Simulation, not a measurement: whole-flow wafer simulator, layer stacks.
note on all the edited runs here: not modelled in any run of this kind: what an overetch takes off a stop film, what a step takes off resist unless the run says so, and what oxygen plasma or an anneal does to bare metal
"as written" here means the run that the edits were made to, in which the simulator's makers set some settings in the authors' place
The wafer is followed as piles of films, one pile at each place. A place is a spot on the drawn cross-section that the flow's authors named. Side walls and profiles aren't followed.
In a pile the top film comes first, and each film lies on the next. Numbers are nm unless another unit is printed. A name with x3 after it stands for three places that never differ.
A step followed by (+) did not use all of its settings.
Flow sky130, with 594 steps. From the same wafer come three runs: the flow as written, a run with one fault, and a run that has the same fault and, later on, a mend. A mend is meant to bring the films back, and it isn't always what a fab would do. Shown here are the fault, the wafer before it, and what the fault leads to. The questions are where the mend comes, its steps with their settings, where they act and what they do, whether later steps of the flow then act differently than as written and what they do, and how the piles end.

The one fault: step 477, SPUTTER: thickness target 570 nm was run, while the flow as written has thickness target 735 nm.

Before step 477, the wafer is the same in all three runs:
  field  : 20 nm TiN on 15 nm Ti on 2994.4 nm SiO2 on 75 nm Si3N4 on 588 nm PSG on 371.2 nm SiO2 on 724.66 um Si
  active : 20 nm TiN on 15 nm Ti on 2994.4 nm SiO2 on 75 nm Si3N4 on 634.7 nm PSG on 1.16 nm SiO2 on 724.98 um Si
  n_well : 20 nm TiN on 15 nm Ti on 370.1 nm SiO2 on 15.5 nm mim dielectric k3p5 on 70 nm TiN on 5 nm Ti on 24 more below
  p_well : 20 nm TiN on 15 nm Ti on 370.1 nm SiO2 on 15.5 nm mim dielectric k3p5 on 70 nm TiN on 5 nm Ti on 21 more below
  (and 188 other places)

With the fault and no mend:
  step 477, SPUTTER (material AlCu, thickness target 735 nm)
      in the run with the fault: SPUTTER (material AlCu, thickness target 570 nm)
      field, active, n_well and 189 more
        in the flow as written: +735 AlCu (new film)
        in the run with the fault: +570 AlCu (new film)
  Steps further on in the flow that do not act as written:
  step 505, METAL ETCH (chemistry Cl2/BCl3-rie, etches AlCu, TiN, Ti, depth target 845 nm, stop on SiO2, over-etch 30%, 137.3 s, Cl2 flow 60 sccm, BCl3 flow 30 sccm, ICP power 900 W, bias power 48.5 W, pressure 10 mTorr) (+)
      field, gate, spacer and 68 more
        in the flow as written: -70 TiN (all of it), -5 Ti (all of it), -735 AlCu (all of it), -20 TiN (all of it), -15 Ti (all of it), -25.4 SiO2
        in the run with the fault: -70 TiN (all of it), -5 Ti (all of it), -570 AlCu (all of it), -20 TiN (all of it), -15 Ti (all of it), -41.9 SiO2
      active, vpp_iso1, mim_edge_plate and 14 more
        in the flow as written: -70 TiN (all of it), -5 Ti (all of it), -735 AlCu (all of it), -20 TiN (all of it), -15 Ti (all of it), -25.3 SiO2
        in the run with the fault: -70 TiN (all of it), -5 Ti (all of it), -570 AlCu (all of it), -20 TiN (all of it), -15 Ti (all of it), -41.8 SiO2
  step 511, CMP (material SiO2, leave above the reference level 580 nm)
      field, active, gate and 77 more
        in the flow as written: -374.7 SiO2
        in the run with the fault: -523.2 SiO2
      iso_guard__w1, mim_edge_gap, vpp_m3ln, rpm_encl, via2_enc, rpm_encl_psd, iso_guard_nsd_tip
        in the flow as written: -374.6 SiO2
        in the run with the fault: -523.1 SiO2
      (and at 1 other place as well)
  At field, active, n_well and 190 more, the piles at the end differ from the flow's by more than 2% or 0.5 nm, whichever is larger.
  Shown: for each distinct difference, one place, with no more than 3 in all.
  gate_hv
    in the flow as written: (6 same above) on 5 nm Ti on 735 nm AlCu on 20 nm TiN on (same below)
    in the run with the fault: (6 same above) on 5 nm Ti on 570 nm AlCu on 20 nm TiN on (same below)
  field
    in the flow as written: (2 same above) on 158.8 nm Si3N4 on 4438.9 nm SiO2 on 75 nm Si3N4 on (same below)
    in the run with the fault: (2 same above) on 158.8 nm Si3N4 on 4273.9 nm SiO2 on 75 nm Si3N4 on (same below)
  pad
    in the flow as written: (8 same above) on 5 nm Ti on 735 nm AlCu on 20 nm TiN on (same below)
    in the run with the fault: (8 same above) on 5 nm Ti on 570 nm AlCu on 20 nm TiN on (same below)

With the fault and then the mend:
  The mend follows step 477.
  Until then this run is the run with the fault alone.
  step 477a, SPUTTER (material AlCu, thickness target 165 nm) (the flow's step 477, run once more with other settings)
      field, active, n_well and 189 more
        +165 AlCu
  Later steps of the flow that are run all act as written at every place that is followed.
  At every place that both follow, the piles at the end match the flow's.
